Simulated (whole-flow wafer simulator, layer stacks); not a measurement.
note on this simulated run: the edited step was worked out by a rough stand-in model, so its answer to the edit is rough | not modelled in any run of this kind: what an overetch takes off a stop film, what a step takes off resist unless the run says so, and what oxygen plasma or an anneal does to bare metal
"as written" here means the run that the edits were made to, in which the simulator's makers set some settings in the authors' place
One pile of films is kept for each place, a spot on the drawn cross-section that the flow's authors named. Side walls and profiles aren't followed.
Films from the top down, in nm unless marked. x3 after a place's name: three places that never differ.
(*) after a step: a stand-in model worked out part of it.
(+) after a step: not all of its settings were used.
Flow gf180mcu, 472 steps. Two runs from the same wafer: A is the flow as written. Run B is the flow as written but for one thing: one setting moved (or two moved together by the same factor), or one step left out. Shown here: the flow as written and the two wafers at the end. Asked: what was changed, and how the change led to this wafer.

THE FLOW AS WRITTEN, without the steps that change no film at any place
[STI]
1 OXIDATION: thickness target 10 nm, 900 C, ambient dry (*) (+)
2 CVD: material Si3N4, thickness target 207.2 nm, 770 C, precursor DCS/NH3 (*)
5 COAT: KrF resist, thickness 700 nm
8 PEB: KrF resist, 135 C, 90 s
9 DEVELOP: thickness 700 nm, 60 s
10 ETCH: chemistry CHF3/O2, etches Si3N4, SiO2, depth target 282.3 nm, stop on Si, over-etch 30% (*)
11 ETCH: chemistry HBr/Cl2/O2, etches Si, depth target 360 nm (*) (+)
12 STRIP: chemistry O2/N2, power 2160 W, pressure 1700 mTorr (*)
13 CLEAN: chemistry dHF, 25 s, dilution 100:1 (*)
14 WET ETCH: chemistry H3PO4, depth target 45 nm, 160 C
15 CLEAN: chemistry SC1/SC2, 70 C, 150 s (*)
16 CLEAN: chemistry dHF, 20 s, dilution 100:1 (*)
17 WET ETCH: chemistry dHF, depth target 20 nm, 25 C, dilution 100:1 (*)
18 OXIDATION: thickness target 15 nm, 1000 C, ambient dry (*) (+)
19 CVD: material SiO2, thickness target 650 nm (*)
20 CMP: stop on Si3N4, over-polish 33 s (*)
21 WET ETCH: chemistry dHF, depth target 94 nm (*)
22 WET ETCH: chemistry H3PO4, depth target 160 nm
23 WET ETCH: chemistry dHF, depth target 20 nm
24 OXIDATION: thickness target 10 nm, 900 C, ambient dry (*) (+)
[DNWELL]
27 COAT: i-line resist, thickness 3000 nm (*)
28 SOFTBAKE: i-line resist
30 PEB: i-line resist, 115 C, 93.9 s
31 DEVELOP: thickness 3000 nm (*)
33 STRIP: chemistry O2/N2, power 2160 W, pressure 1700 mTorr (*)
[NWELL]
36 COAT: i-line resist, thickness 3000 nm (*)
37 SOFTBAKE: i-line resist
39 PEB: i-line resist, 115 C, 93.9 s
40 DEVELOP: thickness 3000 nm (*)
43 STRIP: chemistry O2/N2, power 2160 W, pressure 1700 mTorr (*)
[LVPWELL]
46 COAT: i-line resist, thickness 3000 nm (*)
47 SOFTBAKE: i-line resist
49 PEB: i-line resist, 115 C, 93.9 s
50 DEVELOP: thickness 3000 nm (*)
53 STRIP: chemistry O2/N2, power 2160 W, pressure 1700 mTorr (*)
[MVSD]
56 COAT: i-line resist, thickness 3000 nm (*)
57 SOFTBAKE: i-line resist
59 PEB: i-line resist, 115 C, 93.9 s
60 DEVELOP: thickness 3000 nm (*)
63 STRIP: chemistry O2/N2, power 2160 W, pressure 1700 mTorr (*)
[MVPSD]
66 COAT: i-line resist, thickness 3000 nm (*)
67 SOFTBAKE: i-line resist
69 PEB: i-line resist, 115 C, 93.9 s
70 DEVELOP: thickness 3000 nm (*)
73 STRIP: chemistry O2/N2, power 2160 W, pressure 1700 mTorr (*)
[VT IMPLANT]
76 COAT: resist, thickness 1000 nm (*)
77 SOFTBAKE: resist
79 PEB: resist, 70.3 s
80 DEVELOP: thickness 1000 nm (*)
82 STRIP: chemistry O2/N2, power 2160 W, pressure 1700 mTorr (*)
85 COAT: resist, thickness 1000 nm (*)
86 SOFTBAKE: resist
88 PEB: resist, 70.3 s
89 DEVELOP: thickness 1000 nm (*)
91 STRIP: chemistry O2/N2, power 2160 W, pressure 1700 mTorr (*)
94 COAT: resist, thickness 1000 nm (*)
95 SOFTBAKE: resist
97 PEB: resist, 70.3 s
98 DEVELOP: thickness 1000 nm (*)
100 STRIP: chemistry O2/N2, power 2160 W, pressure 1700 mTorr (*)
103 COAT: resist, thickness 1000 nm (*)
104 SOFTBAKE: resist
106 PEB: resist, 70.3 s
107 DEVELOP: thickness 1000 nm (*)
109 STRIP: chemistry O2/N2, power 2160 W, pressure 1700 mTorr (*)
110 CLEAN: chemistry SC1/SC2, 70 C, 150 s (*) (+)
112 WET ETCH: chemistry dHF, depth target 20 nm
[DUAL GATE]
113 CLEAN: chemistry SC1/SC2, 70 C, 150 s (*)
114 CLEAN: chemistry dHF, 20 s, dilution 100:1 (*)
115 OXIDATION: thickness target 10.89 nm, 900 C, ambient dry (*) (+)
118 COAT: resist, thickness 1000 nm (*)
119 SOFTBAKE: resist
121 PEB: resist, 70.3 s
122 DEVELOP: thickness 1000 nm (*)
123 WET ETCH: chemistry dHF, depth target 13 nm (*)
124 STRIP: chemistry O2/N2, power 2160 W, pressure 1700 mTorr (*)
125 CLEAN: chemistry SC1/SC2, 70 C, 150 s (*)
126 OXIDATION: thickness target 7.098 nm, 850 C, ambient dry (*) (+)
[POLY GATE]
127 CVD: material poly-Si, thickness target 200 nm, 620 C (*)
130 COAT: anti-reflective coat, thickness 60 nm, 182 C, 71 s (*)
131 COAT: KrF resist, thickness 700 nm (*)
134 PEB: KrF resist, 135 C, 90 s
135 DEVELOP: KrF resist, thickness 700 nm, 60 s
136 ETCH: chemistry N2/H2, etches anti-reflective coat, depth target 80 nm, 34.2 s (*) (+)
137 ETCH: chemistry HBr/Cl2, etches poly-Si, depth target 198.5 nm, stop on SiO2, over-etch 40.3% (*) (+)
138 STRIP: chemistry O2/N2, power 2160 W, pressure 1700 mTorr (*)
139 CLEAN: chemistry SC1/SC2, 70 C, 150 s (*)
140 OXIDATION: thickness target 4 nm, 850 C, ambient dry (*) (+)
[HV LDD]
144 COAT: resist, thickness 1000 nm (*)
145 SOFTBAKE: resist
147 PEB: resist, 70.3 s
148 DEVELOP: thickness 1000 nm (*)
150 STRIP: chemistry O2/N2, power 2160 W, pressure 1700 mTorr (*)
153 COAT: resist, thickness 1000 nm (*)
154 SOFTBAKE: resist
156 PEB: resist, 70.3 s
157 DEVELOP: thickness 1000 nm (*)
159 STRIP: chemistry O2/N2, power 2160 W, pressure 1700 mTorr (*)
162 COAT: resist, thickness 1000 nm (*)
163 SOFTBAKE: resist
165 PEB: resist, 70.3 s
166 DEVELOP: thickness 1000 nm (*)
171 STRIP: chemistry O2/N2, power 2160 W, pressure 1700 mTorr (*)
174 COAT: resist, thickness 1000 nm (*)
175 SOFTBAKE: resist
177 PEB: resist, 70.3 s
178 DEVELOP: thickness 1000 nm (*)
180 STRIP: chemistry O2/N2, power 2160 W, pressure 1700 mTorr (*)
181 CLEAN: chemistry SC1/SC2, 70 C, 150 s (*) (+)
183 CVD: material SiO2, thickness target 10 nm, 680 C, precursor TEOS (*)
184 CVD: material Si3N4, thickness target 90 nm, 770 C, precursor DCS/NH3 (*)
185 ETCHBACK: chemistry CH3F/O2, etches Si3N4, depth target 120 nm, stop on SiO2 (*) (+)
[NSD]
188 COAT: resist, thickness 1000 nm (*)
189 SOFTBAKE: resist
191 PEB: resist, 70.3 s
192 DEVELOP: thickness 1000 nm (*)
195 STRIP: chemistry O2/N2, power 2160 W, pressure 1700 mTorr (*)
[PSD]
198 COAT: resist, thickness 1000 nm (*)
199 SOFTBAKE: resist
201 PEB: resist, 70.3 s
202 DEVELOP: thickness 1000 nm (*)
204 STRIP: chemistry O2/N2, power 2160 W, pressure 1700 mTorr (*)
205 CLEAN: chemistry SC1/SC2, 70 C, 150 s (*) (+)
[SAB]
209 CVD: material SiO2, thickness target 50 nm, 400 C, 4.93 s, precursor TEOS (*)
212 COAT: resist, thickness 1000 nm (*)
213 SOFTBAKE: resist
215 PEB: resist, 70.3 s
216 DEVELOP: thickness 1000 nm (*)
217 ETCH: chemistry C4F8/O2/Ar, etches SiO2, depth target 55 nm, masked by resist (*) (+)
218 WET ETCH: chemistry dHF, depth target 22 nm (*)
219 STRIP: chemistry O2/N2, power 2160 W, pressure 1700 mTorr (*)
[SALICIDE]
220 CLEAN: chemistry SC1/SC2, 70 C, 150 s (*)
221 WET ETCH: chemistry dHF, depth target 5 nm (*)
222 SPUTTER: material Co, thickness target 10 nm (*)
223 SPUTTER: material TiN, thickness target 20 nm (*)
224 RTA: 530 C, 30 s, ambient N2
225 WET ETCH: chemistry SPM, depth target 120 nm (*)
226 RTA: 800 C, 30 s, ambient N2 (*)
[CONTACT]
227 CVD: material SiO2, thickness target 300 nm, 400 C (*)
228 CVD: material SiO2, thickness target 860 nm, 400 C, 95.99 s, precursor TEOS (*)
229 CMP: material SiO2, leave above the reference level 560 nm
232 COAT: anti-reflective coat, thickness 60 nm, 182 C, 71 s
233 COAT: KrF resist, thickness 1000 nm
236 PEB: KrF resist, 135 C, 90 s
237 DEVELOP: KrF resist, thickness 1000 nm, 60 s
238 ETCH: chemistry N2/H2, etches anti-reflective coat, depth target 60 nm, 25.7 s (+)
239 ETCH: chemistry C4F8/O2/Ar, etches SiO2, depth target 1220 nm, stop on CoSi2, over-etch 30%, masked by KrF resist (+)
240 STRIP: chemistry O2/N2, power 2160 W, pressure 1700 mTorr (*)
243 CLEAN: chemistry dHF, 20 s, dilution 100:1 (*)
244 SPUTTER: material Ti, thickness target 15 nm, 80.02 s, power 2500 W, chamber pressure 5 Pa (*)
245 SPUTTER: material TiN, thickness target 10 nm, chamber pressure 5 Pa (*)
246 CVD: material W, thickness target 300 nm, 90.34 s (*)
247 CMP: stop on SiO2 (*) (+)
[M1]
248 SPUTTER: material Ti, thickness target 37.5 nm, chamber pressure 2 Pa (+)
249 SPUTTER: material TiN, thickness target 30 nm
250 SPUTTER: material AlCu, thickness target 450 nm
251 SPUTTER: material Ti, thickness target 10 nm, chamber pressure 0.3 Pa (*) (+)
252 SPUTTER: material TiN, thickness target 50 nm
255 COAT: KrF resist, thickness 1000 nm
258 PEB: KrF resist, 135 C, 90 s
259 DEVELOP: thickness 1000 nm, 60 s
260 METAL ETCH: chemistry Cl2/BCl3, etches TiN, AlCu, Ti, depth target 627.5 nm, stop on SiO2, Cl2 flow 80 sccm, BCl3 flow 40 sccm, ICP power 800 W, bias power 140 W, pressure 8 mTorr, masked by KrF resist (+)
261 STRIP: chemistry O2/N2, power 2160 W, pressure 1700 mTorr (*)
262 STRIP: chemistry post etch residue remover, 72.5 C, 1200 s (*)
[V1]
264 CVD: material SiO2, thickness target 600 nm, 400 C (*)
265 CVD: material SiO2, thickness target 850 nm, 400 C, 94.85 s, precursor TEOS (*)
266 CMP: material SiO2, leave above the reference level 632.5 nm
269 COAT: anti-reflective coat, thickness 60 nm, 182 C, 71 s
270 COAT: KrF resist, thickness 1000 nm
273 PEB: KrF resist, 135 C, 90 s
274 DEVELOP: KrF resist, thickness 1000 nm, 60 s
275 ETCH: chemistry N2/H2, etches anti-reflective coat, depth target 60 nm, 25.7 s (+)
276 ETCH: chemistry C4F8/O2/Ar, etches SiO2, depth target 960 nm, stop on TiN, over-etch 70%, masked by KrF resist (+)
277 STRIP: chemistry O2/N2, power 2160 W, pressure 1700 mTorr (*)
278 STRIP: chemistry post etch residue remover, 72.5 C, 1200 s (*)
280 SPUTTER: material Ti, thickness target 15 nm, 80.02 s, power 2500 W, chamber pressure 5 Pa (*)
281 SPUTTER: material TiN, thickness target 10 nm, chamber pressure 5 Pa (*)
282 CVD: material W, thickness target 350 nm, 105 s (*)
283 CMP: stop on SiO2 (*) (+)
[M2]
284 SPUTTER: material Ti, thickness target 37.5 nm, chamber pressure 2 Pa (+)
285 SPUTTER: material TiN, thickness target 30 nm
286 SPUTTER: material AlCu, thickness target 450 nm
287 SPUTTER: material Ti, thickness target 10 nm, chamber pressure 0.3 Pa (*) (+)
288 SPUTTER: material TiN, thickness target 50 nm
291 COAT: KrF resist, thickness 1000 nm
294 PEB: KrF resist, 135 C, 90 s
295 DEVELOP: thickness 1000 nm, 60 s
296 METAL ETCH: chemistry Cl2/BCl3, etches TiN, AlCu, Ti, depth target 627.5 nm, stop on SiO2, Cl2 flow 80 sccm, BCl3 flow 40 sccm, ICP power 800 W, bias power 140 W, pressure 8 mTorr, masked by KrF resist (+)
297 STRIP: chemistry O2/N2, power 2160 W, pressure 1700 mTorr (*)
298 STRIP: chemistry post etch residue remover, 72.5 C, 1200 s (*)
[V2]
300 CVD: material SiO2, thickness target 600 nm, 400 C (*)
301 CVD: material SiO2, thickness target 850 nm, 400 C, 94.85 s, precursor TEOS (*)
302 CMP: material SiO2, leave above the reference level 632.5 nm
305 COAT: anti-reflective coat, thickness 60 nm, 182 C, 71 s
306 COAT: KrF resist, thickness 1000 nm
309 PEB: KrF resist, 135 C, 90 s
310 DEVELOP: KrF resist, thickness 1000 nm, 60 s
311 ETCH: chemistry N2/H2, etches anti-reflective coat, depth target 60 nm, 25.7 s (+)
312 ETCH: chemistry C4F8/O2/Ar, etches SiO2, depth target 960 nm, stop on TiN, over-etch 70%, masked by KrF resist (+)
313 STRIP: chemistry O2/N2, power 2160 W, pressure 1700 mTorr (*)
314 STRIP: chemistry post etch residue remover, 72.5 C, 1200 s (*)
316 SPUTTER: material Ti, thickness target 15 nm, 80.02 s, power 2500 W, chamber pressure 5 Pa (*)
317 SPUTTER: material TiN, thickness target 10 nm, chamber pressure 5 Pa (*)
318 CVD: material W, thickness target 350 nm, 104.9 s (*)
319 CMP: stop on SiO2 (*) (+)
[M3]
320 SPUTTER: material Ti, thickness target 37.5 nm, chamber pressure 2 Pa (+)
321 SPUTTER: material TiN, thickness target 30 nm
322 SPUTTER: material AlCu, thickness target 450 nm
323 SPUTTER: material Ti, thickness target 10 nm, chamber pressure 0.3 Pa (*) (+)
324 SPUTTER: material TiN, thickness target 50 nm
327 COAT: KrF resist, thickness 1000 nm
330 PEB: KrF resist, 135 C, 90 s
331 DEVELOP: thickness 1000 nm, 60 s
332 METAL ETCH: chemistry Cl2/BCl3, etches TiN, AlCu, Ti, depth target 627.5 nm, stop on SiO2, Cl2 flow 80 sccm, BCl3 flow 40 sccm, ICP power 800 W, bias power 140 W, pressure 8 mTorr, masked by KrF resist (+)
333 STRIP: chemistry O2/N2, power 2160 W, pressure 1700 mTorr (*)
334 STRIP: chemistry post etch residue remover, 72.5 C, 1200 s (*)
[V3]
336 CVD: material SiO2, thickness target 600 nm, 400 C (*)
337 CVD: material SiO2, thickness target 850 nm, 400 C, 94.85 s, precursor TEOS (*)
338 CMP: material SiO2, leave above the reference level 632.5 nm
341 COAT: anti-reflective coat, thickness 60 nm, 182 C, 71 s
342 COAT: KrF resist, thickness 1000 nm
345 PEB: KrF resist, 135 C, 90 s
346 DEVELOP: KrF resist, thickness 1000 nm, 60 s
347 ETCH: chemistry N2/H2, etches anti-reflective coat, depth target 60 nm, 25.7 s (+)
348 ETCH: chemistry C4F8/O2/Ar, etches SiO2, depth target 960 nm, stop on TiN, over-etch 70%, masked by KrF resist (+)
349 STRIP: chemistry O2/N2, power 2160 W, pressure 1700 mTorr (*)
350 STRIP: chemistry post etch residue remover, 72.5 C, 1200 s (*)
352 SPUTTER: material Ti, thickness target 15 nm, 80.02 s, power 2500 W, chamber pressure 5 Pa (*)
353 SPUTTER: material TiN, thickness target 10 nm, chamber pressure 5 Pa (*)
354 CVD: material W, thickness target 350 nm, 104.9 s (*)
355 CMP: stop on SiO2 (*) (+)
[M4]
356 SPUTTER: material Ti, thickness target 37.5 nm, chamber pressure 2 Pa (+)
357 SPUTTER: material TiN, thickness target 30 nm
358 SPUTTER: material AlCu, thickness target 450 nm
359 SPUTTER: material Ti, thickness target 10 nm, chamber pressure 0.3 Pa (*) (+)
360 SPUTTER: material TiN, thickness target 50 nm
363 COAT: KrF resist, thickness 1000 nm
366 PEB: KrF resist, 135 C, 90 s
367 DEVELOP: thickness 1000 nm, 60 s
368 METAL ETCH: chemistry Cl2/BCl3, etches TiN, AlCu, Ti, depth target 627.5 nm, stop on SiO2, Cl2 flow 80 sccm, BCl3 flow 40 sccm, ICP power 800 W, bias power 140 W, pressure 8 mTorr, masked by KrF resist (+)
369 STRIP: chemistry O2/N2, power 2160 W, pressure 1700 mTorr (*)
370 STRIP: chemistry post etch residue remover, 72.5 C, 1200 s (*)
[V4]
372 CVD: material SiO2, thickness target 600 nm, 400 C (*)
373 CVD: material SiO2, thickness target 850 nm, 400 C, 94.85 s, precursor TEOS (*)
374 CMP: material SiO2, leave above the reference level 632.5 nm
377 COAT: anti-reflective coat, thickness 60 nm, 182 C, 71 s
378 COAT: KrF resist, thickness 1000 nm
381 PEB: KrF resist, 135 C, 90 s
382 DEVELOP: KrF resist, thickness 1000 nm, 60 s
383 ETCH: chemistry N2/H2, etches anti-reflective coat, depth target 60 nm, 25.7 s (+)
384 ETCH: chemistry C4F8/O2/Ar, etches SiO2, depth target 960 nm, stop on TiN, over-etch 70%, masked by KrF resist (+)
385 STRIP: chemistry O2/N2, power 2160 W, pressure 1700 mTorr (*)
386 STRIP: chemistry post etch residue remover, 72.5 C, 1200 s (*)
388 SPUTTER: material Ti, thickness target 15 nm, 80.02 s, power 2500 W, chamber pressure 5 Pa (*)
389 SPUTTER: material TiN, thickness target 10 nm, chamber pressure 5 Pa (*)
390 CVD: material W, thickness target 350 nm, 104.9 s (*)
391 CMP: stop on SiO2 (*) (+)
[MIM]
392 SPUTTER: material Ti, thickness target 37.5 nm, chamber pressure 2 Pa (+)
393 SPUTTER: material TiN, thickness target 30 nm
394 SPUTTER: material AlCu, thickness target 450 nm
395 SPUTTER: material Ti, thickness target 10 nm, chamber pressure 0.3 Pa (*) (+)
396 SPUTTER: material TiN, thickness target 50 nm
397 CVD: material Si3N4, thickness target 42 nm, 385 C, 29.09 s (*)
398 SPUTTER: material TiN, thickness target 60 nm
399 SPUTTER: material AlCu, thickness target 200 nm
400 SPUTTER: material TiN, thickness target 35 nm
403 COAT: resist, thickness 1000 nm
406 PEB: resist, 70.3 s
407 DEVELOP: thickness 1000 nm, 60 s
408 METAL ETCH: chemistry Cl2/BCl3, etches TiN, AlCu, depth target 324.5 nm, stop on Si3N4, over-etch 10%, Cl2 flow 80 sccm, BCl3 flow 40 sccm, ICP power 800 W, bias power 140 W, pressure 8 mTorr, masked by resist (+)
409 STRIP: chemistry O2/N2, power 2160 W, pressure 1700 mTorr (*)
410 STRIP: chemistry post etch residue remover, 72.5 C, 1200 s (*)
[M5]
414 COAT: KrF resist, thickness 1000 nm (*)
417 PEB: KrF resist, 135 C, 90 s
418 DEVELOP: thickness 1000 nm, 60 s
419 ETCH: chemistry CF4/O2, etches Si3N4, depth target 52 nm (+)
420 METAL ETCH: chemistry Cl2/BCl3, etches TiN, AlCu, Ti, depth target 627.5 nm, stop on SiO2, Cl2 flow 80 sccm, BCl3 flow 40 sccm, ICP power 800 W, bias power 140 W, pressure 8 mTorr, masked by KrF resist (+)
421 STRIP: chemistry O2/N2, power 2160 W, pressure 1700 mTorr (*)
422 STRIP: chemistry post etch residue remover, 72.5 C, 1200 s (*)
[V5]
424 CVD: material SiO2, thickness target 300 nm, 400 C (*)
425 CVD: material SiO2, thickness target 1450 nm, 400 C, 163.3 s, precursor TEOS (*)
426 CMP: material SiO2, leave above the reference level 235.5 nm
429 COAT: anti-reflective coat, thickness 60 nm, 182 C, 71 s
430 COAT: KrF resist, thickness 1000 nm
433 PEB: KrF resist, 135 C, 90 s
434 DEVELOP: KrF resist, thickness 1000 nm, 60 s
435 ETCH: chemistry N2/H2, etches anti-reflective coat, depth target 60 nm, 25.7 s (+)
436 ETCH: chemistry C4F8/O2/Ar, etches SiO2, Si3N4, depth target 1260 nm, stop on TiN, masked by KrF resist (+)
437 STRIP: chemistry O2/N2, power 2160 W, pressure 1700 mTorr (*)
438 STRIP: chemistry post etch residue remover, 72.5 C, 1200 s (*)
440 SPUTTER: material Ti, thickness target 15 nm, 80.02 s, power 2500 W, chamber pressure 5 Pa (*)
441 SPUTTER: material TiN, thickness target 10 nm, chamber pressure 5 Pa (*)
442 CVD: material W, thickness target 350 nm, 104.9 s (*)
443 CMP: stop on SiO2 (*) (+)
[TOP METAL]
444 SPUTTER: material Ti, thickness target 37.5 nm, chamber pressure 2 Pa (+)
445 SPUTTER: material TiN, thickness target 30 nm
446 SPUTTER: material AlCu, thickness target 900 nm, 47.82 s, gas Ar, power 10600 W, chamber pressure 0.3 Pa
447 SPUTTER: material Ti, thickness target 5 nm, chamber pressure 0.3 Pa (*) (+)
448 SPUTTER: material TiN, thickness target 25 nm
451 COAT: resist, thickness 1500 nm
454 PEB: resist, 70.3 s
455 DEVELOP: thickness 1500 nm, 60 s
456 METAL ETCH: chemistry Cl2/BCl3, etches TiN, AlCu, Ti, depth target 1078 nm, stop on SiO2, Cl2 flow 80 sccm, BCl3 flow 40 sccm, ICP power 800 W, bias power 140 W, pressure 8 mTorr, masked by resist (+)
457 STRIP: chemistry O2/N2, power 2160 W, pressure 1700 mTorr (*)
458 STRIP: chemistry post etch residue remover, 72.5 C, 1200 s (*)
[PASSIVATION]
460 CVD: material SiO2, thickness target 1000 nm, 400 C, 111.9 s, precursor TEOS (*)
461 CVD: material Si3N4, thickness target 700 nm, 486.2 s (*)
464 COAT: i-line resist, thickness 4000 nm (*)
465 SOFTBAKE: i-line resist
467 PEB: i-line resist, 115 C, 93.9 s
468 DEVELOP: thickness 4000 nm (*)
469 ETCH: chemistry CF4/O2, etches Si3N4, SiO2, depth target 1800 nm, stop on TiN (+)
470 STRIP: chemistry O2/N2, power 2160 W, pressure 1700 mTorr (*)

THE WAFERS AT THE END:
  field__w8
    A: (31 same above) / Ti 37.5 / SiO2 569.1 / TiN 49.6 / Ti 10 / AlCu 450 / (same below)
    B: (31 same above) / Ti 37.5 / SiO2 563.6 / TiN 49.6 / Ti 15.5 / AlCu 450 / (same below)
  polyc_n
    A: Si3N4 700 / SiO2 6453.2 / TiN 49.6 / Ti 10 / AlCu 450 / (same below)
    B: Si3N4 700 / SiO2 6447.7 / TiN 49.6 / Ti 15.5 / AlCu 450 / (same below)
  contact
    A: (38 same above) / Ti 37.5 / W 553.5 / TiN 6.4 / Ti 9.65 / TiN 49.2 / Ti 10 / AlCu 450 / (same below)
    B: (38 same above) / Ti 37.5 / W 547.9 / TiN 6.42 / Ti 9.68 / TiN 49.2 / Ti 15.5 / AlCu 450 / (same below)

The cause: step 251, SPUTTER: thickness target 15.5 nm was run, where the flow has thickness target 10 nm.
It can be read off the wafer: field__w8 has Ti 15.5, and step 251 as written asks for 10 nm.

How the change led to this, step by step:
  251 SPUTTER: material Ti, thickness target 10 nm, chamber pressure 0.3 Pa (*) (+)
      field, field__w1, field__w2 and 108 more: A Ti +10 (new film) | B Ti +15.5 (new film)
  260 METAL ETCH: chemistry Cl2/BCl3, etches TiN, AlCu, Ti, depth target 627.5 nm, stop on SiO2, Cl2 flow 80 sccm, BCl3 flow 40 sccm, ICP power 800 W, bias power 140 W, pressure 8 mTorr, masked by KrF resist (+)
      field, field__w1, field__w2 and 99 more: A TiN -50 (all of it), Ti -10 (all of it), AlCu -450 (all of it), TiN -30 (all of it), Ti -37.5 (all of it) | B TiN -50 (all of it), Ti -15.5 (all of it), AlCu -450 (all of it), TiN -30 (all of it), Ti -37.5 (all of it)
